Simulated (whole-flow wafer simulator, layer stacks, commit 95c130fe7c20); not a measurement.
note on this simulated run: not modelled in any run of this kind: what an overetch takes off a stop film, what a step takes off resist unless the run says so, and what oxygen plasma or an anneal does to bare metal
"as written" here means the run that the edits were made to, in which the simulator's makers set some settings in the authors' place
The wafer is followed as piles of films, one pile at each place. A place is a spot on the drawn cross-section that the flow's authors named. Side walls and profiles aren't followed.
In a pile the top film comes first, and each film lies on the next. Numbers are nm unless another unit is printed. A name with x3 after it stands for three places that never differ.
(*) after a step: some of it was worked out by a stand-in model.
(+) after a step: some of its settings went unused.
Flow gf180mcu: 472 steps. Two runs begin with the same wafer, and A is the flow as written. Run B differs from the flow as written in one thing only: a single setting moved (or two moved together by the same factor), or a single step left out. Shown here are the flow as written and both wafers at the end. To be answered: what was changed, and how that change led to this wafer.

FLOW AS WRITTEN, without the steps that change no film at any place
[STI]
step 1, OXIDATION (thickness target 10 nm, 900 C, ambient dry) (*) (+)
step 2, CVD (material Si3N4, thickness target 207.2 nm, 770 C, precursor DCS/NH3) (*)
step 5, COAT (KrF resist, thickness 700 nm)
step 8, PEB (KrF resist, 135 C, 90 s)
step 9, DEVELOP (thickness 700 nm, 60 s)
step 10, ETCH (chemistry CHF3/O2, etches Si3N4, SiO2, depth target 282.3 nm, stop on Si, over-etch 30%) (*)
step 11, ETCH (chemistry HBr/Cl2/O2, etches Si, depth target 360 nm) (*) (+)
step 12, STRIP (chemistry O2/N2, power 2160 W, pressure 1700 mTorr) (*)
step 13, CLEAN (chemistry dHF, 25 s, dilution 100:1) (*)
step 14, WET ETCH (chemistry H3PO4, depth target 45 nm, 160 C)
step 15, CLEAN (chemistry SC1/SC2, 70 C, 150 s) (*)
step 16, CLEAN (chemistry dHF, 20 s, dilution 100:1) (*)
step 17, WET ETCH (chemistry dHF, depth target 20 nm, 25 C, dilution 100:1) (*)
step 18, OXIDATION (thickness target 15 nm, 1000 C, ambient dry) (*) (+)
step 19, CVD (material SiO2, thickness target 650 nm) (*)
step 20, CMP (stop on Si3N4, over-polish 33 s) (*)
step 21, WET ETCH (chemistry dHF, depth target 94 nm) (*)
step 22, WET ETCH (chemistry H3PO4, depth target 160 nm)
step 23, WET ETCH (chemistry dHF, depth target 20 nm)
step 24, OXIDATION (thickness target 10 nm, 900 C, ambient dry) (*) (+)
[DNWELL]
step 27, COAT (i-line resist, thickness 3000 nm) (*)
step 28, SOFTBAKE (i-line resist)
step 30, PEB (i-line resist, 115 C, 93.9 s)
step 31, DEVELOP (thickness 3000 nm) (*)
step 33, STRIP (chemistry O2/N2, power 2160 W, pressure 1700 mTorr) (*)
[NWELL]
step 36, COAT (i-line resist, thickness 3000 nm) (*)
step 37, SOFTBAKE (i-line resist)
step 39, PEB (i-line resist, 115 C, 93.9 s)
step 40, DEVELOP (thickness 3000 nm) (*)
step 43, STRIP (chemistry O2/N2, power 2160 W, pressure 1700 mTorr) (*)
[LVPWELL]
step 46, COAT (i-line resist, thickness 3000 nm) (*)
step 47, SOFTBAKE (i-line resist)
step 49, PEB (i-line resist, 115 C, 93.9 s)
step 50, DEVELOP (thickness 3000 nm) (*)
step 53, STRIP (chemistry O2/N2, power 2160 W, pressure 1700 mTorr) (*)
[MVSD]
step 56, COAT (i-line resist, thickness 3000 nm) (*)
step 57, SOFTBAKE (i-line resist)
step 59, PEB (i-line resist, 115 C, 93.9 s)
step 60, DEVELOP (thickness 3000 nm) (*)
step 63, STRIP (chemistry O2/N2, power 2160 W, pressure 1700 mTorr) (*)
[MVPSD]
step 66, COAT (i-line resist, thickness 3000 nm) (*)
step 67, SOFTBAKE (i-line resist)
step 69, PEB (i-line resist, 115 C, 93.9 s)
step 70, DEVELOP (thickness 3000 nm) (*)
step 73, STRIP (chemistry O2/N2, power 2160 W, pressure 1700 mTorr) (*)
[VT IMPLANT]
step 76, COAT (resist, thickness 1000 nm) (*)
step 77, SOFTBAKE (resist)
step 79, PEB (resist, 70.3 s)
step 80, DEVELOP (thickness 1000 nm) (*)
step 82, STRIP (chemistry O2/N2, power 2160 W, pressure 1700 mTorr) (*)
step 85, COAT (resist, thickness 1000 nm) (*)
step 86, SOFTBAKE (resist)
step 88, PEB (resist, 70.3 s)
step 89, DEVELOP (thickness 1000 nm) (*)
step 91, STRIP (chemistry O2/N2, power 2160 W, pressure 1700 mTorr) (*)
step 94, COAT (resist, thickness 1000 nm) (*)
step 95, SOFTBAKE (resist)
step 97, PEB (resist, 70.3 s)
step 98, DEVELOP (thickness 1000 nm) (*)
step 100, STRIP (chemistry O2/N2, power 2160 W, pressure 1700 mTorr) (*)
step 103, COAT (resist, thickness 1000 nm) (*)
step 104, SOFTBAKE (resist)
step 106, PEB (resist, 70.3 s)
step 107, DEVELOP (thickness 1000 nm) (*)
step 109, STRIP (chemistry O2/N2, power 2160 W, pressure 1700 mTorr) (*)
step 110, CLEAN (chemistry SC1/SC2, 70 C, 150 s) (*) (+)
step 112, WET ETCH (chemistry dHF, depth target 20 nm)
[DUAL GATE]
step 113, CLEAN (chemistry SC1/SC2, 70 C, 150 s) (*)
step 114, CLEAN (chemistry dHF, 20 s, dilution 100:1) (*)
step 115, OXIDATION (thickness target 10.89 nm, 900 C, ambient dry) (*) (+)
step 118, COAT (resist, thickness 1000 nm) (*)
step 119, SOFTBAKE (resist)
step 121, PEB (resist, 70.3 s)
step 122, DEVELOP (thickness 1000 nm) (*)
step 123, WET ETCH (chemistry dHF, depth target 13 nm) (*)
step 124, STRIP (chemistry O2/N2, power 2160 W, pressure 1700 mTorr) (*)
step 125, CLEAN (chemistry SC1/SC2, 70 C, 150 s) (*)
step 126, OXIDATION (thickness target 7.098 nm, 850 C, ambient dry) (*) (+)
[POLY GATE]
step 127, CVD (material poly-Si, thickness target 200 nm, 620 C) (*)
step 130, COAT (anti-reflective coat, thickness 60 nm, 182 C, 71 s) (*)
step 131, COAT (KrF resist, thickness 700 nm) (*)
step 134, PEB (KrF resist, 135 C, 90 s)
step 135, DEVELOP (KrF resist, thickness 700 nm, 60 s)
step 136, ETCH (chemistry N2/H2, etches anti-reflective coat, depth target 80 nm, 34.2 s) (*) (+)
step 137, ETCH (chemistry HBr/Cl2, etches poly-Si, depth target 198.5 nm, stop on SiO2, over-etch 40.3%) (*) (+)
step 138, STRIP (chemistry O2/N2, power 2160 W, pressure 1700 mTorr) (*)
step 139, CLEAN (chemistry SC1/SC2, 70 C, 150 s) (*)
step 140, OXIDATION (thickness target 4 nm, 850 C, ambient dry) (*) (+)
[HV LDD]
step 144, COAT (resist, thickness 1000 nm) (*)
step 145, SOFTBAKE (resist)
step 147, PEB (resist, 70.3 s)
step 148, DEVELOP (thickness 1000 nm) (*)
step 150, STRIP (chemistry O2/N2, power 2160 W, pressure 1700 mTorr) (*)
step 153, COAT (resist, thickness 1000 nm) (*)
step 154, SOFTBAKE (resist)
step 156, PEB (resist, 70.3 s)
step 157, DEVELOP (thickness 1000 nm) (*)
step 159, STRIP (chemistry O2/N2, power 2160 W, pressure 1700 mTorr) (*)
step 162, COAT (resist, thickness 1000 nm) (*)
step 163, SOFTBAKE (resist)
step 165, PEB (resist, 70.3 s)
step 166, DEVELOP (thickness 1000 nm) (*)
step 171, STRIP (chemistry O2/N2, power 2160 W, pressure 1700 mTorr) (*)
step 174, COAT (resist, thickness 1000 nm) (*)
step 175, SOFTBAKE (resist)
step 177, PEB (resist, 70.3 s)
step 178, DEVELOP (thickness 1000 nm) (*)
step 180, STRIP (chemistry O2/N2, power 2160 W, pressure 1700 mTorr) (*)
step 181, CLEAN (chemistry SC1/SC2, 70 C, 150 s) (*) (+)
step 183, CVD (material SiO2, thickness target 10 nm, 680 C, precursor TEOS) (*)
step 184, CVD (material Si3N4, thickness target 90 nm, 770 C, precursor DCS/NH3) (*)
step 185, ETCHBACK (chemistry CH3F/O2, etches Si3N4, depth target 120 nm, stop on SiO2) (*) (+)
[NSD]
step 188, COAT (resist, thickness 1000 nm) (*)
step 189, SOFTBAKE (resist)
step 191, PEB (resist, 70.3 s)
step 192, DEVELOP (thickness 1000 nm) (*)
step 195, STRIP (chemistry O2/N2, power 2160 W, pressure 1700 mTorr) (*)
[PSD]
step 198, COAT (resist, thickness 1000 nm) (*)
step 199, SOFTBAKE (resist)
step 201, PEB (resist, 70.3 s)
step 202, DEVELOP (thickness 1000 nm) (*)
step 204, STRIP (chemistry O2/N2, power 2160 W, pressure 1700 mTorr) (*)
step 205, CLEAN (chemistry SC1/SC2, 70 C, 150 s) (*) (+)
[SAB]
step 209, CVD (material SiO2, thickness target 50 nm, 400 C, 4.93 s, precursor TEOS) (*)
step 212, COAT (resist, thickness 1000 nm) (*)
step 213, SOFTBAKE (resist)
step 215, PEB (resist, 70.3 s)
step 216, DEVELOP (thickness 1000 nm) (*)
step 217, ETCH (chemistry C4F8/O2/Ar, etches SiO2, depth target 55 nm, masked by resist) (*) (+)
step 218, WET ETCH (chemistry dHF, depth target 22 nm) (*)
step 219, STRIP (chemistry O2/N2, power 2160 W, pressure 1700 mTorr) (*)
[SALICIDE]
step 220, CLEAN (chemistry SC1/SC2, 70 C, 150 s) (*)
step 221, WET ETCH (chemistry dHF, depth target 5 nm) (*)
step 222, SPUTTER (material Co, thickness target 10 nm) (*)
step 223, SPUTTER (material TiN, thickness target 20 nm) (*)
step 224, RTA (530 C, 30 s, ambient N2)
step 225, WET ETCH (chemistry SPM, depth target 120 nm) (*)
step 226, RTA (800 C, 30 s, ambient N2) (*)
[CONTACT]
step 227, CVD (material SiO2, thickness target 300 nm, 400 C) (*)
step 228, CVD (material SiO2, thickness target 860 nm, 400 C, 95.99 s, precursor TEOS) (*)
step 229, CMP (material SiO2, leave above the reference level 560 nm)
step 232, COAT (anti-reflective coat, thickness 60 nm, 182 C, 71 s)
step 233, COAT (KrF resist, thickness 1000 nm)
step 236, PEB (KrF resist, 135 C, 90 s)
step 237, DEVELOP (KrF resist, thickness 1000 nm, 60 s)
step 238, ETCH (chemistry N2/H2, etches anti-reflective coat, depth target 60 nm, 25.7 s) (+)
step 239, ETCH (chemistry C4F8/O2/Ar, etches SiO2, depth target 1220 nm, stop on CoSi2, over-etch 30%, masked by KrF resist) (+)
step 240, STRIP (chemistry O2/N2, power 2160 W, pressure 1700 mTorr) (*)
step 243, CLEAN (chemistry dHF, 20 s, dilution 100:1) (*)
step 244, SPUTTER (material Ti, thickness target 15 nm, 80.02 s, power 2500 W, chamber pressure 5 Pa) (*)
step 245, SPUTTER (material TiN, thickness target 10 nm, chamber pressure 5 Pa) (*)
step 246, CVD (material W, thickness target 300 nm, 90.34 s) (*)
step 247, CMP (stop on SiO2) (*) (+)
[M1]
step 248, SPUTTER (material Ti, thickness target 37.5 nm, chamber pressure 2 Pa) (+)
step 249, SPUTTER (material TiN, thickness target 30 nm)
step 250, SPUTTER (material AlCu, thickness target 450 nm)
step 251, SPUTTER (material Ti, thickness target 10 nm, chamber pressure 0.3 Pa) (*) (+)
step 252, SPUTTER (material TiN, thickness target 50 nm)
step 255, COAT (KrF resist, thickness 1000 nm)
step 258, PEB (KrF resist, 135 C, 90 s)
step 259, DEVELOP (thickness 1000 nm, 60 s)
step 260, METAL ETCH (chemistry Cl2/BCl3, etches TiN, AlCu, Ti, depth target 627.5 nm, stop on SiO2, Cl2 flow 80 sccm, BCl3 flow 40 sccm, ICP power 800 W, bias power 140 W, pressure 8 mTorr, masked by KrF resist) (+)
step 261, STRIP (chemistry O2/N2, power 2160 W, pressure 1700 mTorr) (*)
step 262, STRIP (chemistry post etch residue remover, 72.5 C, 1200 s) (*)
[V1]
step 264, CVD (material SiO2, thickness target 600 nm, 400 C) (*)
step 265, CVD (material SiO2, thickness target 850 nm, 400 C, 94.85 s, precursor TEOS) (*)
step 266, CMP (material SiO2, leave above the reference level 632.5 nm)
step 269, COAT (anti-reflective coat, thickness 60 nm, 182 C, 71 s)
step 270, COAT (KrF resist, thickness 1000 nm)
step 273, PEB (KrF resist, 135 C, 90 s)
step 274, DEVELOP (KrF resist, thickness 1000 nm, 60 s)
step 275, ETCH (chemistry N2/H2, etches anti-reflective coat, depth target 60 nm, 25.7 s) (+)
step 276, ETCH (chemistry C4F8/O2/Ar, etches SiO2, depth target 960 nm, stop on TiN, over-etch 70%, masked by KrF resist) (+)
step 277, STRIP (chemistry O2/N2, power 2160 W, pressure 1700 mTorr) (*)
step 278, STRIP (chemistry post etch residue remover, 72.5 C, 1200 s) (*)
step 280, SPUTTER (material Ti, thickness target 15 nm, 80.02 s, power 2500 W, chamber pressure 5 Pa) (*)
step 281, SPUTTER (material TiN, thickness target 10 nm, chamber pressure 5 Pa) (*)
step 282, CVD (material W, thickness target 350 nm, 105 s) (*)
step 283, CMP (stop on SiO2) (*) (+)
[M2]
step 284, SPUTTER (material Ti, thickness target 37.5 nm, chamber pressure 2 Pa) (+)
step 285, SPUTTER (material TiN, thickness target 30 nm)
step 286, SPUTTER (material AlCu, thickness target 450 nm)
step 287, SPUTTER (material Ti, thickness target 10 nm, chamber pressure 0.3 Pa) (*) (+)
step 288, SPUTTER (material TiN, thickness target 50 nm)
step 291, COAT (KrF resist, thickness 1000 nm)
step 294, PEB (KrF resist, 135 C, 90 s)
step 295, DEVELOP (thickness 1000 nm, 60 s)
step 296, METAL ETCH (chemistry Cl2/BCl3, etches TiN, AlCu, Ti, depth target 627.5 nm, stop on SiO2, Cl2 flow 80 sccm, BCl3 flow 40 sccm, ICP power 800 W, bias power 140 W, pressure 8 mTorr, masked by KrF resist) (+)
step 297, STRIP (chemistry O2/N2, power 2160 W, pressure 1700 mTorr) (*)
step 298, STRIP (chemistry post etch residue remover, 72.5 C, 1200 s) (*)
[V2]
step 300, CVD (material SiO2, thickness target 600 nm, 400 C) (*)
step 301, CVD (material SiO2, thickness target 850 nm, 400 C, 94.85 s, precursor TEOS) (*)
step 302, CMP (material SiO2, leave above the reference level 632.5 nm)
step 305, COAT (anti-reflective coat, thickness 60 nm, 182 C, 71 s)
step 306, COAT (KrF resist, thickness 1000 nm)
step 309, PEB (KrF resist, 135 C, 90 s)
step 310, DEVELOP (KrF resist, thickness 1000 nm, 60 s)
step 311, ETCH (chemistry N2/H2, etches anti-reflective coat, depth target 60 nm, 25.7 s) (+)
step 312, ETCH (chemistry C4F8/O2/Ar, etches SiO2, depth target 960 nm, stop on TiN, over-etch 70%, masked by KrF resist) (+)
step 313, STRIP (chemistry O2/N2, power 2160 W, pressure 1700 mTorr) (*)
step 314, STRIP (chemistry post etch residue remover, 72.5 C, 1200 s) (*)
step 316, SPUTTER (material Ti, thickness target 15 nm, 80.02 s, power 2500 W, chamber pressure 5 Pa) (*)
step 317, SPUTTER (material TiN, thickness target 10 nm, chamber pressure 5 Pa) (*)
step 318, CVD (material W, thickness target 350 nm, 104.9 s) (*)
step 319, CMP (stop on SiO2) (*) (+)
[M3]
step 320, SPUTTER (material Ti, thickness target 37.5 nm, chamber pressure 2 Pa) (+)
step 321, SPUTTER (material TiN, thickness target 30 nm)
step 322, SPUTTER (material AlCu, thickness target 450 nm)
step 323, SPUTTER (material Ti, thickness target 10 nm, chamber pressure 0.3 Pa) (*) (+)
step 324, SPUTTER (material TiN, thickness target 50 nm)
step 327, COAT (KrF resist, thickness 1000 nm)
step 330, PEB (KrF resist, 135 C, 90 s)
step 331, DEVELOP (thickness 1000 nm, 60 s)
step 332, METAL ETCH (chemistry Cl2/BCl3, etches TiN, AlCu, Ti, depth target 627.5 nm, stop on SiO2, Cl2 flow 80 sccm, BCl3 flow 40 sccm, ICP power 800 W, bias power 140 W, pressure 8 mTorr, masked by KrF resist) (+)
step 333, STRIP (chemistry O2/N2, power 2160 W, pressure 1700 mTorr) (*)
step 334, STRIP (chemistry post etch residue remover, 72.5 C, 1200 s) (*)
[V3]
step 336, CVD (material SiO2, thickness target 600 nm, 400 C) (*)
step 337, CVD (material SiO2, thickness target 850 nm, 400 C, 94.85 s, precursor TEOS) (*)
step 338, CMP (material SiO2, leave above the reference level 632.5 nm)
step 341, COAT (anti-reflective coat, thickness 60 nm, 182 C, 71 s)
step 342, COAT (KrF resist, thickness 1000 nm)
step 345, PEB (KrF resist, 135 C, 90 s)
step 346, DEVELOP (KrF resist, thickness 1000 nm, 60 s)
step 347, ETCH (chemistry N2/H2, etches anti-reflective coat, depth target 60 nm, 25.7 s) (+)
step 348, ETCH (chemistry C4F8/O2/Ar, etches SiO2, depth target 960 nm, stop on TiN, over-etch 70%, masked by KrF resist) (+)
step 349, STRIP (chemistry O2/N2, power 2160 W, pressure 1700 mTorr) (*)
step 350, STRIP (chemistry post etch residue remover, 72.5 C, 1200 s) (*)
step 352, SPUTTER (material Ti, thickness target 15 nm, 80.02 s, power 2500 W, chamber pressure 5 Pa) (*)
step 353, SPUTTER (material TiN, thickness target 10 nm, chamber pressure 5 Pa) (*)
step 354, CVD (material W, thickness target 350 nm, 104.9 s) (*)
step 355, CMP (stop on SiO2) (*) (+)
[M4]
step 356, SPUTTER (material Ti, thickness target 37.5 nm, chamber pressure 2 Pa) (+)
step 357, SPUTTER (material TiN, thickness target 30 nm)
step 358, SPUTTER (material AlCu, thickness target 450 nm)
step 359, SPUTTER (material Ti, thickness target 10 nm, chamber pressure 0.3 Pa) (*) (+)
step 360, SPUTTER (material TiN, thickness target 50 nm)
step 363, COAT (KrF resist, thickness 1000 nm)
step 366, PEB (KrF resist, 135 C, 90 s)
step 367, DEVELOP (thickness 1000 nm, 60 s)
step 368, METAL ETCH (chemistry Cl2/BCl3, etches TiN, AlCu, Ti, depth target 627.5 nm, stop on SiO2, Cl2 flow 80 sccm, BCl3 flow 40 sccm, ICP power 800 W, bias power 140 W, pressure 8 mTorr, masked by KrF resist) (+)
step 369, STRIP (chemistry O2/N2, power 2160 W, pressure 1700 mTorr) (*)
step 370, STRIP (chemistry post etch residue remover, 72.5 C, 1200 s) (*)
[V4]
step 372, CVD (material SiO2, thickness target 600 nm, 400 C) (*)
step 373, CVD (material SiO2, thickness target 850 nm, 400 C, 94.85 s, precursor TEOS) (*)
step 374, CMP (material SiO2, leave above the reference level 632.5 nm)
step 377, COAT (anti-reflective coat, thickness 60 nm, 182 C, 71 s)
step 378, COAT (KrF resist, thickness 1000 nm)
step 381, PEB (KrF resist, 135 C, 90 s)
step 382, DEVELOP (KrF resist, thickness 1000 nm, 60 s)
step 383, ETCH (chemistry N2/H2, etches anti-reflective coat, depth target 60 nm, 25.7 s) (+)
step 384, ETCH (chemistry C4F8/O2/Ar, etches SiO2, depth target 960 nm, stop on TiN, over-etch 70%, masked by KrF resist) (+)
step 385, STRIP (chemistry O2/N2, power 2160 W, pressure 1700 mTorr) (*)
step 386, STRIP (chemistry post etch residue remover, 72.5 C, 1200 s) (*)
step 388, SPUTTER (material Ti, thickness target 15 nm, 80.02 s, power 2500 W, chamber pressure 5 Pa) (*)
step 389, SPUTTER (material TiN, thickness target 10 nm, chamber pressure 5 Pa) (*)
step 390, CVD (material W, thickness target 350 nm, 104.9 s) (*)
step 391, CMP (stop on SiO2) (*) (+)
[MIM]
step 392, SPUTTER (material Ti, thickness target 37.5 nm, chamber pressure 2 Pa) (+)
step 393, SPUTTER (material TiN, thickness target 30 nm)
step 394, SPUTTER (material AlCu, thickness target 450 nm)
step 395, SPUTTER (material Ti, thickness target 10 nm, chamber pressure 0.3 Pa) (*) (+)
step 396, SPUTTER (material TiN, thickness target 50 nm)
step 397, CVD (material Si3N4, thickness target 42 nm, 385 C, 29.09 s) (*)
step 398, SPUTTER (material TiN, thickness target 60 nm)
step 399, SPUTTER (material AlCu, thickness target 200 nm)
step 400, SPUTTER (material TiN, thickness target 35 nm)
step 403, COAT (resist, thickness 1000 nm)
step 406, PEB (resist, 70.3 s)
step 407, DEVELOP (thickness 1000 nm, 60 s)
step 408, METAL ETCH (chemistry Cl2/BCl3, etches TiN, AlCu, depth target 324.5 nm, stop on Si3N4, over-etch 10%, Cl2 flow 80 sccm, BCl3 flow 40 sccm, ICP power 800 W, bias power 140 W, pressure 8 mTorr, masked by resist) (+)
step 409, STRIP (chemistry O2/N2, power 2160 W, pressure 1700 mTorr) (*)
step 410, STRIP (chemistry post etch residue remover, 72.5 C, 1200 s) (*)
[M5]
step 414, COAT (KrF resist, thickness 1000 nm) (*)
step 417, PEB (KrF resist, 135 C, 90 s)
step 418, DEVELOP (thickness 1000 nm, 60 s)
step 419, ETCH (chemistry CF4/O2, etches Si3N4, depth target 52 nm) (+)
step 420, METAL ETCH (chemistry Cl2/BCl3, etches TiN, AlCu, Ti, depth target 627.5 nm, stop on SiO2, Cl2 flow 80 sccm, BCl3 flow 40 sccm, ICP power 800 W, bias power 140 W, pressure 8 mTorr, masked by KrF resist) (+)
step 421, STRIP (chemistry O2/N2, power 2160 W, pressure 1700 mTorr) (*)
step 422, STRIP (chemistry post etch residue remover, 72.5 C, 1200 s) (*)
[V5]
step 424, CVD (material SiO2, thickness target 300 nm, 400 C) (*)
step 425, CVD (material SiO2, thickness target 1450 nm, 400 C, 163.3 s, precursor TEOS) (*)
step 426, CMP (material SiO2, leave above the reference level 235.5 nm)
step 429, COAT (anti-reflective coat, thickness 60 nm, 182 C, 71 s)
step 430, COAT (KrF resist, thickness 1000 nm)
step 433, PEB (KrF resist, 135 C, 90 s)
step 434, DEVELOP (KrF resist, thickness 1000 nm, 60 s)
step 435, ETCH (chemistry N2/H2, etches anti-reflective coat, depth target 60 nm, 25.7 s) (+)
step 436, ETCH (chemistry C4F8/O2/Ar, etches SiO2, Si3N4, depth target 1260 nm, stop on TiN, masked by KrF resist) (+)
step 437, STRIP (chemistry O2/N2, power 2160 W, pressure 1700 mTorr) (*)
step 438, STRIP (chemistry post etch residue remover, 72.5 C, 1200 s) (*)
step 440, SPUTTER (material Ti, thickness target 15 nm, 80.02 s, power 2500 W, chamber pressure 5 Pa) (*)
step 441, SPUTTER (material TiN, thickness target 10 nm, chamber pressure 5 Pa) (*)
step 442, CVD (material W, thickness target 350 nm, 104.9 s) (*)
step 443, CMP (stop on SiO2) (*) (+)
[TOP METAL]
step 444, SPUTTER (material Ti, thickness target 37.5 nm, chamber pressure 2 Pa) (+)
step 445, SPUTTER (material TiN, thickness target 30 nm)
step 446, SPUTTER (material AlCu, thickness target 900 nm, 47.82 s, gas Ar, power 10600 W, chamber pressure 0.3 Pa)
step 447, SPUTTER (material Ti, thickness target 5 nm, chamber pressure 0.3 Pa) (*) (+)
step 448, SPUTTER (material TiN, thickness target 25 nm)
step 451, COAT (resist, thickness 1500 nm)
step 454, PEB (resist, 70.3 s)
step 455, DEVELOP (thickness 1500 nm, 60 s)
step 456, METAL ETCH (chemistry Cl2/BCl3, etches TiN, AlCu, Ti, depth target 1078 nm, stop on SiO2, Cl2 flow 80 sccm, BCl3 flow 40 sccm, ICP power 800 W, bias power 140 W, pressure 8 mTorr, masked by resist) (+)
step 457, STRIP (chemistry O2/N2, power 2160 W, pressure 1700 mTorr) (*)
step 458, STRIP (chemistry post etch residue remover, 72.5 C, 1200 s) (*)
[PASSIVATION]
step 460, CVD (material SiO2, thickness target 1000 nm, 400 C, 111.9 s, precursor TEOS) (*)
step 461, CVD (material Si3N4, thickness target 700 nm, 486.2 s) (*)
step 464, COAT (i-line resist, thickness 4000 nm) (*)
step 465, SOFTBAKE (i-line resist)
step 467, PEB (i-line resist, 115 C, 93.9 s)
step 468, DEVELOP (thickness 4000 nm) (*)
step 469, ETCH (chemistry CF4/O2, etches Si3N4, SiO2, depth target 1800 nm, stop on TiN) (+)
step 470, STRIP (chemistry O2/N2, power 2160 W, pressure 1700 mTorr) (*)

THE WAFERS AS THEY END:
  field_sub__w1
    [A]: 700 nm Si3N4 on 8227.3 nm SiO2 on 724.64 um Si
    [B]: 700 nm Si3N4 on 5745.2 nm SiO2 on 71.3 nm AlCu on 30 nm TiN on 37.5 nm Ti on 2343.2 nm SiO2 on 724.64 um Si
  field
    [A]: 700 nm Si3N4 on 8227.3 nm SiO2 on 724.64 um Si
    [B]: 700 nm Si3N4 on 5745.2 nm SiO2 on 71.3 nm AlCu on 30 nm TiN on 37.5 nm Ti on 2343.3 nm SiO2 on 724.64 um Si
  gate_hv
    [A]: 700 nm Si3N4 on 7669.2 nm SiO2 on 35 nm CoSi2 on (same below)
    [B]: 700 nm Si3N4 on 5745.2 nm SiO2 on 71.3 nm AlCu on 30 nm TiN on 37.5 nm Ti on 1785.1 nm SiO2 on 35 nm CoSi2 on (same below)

What caused this: step 296, METAL ETCH: depth target 433 nm was run, while the flow as written has depth target 627.5 nm.

The path from the change to this, step by step:
  step 296, METAL ETCH (chemistry Cl2/BCl3, etches TiN, AlCu, Ti, depth target 627.5 nm, stop on SiO2, Cl2 flow 80 sccm, BCl3 flow 40 sccm, ICP power 800 W, bias power 140 W, pressure 8 mTorr, masked by KrF resist) (+)
      field, field__w1, field__w2 and 103 more: A TiN loses 50 (all of it), Ti loses 10 (all of it), AlCu loses 450 (all of it), TiN loses 30 (all of it), Ti loses 37.5 (all of it) | B TiN loses 50 (all of it), Ti loses 10 (all of it), AlCu loses 373
      field__w8, contact, m1, m1__w1, m1_nw: A KrF resist loses 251 | B KrF resist loses 173.2
  step 297, STRIP (chemistry O2/N2, power 2160 W, pressure 1700 mTorr) (*)
      field__w8, contact, m1, m1__w1, m1_nw: A KrF resist loses 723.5 (all of it) | B KrF resist loses 801.3 (all of it)
  step 298, STRIP (chemistry post etch residue remover, 72.5 C, 1200 s) (*)
      field, field__w1, field__w2 and 103 more: A nothing | B AlCu loses 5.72
  step 300, CVD (material SiO2, thickness target 600 nm, 400 C) (*)
      field, field__w1, field__w2 and 103 more: A SiO2 gains 600 | B SiO2 gains 600 (new film)
  step 302, CMP (material SiO2, leave above the reference level 632.5 nm)
      field, field__w1, field__w2 and 103 more: A SiO2 loses 300 | B SiO2 loses 438.8
With metal films that touch counted as one body, field_sub__w1 has 1 body; the flow as written gives 0 bodies.
With metal films that touch counted as one body, field has 1 body; the flow as written gives 0 bodies.
With metal films that touch counted as one body, gate_hv has 2 bodies (between them, from the top down: SiO2 1785.1); the flow as written gives 1 body.
